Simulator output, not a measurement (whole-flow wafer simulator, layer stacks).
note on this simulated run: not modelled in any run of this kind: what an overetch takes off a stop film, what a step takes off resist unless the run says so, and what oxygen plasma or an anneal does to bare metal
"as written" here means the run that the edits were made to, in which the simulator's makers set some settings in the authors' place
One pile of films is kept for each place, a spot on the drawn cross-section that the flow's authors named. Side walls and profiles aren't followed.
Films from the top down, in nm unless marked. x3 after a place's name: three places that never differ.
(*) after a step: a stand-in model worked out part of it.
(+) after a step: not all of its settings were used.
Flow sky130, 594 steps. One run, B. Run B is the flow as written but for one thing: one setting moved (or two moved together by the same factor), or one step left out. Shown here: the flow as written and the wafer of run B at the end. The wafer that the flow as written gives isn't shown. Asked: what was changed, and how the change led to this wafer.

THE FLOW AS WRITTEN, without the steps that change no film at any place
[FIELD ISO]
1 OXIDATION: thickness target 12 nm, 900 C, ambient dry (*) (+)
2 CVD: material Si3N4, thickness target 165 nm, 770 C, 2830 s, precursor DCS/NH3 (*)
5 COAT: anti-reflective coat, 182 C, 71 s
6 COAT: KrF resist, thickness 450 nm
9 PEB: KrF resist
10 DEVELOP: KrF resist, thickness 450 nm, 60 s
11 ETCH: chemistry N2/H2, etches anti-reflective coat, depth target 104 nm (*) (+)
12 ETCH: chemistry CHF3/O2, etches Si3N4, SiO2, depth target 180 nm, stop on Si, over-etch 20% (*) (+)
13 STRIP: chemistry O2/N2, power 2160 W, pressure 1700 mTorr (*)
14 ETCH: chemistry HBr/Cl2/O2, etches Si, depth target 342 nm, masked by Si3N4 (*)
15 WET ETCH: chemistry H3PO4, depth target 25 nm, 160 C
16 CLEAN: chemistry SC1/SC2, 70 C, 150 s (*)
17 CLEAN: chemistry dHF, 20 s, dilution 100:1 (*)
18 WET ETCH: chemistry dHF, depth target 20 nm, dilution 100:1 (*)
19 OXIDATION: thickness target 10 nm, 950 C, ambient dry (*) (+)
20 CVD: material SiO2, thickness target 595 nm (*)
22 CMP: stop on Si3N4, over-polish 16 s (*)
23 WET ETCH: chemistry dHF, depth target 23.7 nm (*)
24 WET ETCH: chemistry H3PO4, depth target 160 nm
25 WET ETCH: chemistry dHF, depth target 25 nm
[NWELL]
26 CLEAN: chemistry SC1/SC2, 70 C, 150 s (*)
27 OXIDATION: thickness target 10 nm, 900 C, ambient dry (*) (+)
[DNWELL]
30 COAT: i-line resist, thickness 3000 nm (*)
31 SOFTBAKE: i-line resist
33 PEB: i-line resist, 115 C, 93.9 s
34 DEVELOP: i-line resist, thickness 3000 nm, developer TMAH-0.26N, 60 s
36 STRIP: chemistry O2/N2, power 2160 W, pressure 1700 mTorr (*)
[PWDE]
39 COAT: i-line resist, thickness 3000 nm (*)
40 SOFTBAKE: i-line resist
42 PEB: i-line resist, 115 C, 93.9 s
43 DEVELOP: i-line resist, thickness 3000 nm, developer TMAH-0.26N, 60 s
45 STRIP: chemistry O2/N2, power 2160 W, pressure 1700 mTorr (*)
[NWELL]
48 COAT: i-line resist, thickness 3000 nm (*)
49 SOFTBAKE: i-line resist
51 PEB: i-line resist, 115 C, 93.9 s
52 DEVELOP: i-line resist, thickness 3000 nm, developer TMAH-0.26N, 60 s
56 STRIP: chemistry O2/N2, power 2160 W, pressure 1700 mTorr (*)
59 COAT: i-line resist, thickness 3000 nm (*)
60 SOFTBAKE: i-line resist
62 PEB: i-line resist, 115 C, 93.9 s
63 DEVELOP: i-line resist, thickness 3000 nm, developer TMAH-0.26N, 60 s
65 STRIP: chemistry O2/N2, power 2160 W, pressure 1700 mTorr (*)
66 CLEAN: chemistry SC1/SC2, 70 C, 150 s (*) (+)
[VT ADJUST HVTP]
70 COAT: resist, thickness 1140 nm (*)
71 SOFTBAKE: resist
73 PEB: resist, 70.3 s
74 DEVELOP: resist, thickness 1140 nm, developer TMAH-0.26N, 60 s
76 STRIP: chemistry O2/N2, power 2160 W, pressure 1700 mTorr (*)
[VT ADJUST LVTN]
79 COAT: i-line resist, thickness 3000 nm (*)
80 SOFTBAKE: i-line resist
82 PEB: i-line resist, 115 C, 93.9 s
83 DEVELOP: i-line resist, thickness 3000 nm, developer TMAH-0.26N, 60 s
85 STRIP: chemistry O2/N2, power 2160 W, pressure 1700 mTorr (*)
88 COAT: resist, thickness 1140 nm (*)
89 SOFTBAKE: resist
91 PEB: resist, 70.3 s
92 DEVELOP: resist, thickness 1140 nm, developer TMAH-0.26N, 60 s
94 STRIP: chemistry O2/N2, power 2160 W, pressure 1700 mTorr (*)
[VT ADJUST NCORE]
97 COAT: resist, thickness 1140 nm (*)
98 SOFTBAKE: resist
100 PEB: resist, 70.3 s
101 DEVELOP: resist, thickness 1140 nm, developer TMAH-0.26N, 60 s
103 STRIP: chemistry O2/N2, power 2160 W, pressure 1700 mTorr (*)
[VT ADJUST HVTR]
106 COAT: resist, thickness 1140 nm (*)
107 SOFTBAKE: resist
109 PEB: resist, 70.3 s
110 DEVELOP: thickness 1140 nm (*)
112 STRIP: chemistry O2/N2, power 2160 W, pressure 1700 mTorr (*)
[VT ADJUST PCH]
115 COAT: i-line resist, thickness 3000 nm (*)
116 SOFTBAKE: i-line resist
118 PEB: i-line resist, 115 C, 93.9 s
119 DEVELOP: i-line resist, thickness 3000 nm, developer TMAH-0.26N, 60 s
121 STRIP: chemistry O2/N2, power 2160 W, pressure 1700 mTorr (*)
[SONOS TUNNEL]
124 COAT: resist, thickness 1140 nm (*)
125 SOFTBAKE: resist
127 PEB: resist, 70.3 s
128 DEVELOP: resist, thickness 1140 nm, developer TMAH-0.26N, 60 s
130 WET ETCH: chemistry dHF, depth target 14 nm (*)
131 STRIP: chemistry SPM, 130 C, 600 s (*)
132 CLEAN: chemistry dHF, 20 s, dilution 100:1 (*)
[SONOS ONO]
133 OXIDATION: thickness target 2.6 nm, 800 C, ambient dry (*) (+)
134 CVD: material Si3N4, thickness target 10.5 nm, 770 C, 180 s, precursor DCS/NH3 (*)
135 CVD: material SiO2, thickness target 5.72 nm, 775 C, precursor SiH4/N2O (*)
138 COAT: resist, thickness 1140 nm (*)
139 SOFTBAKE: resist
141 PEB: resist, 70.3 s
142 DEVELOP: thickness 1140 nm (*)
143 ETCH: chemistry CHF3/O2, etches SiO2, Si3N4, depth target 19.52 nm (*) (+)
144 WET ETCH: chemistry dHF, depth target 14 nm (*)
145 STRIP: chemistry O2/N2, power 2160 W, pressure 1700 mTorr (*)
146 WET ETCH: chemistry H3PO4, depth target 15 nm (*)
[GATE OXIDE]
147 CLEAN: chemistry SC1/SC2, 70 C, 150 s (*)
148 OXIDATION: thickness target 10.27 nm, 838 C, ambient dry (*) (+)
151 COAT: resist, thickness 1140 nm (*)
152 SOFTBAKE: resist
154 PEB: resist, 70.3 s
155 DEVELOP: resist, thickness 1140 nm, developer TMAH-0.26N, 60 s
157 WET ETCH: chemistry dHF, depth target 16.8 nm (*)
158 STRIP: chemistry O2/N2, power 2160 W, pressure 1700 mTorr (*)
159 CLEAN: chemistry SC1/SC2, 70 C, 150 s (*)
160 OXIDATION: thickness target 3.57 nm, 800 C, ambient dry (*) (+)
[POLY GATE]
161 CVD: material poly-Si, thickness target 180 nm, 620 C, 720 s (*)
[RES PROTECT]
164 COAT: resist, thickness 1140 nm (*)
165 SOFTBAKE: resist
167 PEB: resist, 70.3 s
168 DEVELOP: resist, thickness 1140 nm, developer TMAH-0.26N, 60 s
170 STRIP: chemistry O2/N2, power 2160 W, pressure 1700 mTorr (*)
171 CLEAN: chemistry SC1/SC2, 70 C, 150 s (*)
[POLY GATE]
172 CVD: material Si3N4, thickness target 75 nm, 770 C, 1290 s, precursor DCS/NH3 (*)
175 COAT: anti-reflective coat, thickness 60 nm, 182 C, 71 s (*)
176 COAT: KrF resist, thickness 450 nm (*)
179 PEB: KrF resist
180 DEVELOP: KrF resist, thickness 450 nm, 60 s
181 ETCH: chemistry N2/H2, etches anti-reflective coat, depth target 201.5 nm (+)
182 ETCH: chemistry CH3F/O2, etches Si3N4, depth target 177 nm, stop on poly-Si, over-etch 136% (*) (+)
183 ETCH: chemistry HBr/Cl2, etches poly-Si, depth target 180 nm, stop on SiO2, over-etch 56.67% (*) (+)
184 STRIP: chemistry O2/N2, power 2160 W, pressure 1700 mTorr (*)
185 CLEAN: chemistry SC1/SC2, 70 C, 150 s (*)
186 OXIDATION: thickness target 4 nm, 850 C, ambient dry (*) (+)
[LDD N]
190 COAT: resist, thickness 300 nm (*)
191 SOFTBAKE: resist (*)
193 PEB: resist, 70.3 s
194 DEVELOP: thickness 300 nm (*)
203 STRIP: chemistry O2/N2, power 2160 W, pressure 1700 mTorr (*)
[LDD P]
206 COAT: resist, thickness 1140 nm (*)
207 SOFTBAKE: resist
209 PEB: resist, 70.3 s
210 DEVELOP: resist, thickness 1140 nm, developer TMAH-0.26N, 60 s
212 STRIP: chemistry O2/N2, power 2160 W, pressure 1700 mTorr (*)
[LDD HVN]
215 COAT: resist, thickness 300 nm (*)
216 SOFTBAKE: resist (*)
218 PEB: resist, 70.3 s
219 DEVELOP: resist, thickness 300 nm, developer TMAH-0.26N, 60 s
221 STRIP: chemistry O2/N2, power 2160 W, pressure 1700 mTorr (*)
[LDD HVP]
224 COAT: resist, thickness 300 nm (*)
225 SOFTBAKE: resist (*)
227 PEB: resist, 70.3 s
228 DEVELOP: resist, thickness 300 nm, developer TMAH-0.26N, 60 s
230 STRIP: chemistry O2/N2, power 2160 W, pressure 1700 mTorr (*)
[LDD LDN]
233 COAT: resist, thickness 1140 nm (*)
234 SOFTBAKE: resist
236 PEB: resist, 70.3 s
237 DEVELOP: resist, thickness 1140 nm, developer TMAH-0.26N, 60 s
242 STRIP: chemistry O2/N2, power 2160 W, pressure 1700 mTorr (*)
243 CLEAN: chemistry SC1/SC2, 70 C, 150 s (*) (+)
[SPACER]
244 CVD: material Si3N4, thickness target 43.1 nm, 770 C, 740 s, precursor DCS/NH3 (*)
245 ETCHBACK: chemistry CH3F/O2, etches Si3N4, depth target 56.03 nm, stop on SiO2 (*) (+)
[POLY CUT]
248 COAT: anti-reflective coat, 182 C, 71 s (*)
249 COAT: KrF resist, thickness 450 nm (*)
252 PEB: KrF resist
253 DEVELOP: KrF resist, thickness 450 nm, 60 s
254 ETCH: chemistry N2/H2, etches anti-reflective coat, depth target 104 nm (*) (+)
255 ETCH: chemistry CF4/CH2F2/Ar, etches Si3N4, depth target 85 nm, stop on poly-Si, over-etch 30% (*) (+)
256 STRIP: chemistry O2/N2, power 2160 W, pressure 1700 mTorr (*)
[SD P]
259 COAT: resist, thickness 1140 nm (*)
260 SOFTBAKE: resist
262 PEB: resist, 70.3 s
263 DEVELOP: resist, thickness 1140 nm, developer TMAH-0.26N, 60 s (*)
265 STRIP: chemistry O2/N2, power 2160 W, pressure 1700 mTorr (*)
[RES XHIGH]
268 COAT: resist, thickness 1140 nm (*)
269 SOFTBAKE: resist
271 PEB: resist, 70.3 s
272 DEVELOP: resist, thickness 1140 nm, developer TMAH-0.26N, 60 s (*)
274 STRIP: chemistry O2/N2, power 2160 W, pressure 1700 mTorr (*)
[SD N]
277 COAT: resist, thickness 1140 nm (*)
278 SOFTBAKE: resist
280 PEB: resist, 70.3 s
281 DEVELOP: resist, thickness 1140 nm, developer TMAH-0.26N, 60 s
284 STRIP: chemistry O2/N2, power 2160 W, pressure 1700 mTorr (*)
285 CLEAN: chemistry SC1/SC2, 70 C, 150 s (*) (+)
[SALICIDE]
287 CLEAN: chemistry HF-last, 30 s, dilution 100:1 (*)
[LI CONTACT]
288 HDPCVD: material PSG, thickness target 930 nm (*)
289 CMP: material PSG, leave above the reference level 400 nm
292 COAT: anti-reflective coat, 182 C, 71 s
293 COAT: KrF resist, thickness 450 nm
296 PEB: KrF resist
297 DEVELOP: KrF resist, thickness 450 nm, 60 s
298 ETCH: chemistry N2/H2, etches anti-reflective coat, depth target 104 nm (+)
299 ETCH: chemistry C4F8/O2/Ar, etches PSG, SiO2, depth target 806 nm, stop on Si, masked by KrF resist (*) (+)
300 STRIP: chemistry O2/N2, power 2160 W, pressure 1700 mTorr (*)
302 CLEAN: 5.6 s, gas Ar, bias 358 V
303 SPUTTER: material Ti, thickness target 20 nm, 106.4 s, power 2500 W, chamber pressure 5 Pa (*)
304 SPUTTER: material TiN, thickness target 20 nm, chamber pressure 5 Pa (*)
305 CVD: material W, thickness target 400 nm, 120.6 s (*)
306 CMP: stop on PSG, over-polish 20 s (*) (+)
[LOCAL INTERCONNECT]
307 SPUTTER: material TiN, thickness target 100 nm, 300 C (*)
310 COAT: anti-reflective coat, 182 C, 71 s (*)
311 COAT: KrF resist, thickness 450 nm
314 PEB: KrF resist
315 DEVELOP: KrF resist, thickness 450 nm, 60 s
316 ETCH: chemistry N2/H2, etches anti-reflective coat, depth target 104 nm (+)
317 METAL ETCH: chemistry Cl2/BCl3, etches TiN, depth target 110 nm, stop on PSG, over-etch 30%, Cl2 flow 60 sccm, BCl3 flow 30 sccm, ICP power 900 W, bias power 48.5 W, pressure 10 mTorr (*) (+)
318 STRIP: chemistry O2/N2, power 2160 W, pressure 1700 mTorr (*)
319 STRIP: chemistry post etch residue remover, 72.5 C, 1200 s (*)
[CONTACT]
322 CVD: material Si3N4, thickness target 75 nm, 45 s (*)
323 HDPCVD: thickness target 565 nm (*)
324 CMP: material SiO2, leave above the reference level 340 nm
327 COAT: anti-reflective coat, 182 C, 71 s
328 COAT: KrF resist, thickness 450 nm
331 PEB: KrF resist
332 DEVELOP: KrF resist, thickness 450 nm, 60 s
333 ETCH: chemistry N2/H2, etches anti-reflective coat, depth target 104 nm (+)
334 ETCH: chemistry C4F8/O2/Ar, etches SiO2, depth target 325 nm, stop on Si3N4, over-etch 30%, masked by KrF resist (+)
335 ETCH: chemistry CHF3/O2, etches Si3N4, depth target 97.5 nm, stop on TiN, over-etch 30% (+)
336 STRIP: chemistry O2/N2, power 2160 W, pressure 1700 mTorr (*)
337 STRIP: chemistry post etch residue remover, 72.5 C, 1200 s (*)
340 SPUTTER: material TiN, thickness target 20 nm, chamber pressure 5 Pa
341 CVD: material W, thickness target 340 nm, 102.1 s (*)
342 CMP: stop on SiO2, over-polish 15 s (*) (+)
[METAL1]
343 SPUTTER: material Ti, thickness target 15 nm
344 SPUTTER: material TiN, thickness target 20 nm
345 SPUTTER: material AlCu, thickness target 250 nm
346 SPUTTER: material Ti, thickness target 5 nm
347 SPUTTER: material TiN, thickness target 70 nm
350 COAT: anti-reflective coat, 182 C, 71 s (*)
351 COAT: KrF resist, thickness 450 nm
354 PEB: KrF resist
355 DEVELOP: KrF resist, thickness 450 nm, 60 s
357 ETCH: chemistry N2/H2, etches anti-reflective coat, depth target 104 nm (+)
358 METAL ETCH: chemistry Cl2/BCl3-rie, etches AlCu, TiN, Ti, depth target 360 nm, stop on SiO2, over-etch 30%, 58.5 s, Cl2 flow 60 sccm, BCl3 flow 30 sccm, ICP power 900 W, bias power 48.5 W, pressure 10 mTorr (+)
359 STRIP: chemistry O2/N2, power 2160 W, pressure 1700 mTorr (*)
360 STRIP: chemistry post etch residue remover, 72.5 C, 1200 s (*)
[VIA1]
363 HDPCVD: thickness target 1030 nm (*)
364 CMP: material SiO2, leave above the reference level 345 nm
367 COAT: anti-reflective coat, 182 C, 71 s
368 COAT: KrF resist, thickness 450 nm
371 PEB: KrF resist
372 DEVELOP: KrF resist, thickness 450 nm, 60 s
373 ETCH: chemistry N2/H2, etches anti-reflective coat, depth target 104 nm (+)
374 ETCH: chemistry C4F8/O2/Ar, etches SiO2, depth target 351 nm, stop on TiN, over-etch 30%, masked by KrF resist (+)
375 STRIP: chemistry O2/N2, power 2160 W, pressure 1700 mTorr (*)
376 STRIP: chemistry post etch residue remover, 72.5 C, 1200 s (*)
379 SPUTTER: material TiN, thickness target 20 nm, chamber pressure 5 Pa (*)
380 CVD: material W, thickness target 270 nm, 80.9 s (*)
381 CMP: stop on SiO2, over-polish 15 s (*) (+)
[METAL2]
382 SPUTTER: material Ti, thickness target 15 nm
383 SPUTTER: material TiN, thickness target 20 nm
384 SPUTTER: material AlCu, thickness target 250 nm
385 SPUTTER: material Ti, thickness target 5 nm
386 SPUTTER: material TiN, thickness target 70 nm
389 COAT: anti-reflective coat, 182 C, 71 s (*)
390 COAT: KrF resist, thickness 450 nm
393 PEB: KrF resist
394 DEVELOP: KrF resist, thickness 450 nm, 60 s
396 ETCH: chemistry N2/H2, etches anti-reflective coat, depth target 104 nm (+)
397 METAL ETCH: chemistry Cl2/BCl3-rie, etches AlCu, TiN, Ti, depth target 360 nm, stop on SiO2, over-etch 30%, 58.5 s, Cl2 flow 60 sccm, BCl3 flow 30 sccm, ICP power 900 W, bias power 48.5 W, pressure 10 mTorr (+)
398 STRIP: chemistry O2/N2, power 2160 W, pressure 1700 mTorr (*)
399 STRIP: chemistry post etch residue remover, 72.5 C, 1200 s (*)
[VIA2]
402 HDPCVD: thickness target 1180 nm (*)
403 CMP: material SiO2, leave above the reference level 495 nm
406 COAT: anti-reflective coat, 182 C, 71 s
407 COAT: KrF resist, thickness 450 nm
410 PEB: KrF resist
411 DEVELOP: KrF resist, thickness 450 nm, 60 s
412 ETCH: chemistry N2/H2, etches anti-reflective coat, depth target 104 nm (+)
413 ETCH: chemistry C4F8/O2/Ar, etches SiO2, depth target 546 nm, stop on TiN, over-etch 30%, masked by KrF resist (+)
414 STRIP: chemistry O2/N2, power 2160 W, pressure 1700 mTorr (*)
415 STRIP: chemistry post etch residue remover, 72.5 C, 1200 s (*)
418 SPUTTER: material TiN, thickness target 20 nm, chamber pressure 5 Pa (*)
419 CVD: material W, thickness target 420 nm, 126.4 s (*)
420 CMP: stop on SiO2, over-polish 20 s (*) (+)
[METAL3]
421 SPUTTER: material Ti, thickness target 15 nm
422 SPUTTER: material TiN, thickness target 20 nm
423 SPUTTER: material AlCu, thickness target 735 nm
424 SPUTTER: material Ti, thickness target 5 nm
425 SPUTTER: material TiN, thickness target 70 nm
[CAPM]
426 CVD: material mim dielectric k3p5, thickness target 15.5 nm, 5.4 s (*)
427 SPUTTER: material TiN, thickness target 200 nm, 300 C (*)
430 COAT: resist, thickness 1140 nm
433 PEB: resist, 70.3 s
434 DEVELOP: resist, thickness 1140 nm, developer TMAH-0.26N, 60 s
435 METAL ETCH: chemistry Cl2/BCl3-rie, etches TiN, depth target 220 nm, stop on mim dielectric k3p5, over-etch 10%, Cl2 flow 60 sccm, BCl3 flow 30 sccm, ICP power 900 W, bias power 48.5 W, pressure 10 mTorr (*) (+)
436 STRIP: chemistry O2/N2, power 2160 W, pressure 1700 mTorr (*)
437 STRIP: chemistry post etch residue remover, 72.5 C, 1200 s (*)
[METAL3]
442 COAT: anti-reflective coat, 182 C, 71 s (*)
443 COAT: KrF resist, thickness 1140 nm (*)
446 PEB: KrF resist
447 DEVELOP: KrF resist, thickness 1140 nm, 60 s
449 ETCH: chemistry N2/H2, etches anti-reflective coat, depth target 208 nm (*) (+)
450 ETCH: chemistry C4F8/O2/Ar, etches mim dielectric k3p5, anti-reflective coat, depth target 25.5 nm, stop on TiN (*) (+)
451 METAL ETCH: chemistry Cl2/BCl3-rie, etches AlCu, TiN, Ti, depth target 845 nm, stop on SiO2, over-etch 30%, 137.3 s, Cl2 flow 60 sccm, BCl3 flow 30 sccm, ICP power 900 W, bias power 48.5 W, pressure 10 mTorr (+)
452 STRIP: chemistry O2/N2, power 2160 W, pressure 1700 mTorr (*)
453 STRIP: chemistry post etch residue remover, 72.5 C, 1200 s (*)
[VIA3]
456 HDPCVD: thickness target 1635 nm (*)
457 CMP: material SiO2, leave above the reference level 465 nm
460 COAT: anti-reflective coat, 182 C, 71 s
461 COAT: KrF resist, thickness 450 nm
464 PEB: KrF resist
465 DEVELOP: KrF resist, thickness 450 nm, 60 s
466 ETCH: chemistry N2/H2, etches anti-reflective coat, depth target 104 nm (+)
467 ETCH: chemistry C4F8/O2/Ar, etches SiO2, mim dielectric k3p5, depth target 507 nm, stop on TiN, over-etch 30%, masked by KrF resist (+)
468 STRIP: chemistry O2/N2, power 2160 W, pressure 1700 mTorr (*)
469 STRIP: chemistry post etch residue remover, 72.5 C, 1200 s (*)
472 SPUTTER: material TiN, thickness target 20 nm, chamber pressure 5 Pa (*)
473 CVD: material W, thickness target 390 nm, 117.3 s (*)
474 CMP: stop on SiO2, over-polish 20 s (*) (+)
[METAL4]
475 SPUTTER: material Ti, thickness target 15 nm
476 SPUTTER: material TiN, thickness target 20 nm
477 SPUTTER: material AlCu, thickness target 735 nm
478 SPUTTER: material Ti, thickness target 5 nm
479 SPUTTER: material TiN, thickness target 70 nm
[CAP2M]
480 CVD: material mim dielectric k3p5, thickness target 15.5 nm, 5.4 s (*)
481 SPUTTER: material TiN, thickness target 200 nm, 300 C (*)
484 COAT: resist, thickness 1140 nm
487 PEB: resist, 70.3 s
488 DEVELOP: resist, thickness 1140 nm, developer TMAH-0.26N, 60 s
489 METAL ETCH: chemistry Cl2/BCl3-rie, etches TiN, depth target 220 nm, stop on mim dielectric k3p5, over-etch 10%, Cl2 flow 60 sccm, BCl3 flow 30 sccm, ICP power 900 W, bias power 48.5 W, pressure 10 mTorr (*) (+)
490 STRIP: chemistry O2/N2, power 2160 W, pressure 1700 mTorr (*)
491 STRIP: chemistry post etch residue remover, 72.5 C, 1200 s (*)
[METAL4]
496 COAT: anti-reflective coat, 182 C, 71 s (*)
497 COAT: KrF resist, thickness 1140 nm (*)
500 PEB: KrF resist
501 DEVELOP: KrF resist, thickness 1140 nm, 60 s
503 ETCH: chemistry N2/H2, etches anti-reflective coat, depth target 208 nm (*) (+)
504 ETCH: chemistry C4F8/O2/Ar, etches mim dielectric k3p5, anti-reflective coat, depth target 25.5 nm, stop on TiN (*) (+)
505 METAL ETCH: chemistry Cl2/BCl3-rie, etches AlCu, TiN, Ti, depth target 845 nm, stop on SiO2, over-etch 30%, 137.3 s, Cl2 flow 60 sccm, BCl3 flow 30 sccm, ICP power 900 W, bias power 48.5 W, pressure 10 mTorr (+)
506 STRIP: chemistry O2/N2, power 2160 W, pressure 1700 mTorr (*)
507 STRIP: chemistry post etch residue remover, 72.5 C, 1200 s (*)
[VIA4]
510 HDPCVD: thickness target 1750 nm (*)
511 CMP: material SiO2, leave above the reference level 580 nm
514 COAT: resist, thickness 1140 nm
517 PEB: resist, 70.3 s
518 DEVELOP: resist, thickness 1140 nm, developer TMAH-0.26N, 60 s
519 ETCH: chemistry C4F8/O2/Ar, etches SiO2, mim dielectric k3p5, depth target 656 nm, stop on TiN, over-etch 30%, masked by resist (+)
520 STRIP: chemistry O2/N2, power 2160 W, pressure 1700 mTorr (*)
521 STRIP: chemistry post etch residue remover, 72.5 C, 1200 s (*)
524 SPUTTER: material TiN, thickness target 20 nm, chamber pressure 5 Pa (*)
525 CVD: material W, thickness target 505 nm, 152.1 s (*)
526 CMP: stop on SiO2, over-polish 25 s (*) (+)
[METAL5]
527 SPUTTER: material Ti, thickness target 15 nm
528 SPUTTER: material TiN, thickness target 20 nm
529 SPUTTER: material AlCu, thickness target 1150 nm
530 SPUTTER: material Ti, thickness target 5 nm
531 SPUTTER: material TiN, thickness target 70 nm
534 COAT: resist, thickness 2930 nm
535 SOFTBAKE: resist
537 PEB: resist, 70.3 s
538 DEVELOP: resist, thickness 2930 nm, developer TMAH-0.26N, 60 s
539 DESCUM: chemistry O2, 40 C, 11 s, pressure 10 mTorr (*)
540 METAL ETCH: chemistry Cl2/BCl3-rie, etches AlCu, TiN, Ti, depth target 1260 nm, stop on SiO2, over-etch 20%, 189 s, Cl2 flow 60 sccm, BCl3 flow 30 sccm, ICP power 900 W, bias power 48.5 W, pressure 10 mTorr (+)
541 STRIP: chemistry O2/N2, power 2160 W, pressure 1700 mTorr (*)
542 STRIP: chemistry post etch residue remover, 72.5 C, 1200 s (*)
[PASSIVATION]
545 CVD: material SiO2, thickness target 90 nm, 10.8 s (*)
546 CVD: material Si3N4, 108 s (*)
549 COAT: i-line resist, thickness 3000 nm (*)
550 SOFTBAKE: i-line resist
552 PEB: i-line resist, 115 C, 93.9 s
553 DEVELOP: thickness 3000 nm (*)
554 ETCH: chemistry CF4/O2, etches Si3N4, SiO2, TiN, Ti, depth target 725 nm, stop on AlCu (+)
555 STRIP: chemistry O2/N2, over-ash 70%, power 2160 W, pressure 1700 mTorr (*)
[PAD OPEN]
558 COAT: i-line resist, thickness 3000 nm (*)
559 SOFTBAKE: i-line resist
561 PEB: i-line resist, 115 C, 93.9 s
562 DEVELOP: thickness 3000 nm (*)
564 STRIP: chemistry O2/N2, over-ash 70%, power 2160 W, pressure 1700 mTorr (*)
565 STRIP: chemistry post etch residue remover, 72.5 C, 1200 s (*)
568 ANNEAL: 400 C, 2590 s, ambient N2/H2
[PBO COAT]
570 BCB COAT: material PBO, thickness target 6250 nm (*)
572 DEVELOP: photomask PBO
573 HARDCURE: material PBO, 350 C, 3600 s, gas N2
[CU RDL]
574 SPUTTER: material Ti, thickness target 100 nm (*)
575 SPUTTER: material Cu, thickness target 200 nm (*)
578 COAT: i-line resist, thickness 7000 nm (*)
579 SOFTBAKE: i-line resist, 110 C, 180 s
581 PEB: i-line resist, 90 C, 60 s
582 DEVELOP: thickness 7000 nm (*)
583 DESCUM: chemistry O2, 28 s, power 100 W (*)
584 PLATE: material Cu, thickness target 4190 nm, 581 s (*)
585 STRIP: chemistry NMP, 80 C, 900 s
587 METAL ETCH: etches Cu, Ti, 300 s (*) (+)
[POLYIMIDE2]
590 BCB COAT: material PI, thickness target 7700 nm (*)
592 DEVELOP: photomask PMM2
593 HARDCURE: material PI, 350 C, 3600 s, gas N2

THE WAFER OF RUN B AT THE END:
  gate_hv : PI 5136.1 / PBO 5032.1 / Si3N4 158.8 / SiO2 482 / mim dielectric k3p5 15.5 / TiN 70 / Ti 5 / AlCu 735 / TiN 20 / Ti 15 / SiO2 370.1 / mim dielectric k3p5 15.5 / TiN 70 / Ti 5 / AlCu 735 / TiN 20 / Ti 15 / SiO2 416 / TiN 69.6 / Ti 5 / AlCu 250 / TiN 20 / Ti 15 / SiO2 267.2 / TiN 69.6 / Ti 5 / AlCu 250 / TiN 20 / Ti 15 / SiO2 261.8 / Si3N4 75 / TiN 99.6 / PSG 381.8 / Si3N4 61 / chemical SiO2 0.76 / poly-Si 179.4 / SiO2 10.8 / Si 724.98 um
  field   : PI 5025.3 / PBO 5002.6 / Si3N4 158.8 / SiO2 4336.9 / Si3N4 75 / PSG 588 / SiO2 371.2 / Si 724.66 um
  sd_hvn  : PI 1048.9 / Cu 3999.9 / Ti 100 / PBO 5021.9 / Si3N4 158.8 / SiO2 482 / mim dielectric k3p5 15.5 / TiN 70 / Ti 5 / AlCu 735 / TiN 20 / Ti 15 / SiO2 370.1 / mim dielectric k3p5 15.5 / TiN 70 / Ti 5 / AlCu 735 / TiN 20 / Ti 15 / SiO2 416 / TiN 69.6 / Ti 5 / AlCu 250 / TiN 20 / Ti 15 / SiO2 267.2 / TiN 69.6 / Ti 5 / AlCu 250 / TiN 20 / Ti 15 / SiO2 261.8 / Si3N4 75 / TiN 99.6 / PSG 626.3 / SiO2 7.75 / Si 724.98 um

The cause: step 511, CMP: leave above the reference level 478 nm was run, where the flow has leave above the reference level 580 nm.

How the change led to this, step by step:
  511 CMP: material SiO2, leave above the reference level 580 nm
      n_well, p_well, gate_hv and 99 more: SiO2 -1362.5 (as written it would be: SiO2 -1260.5)
      field, active, gate and 77 more: SiO2 -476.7 (as written it would be: SiO2 -374.7)
      (and at 11 more places)
  519 ETCH: chemistry C4F8/O2/Ar, etches SiO2, mim dielectric k3p5, depth target 656 nm, stop on TiN, over-etch 30%, masked by resist (+)
      field, active, n_well and 188 more: resist -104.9 (as written it would be: resist -131.2)
      m1: SiO2 -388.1 (all of it), mim dielectric k3p5 -15.5 (all of it) (as written it would be: SiO2 -490.1 (all of it), mim dielectric k3p5 -15.5 (all of it))
      (and at 1 more place)
  520 STRIP: chemistry O2/N2, power 2160 W, pressure 1700 mTorr (*)
      field, active, n_well and 188 more: resist -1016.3 (all of it) (as written it would be: resist -990.1 (all of it))
  524 SPUTTER: material TiN, thickness target 20 nm, chamber pressure 5 Pa (*)
      m1, via4_hole: TiN +16 (as written it would be: TiN +15.3)
  525 CVD: material W, thickness target 505 nm, 152.1 s (*)
      m1: W +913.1 (new film) (as written it would be: W +1015.8 (new film))
      via4_hole: W +912.4 (new film) (as written it would be: W +1015.2 (new film))
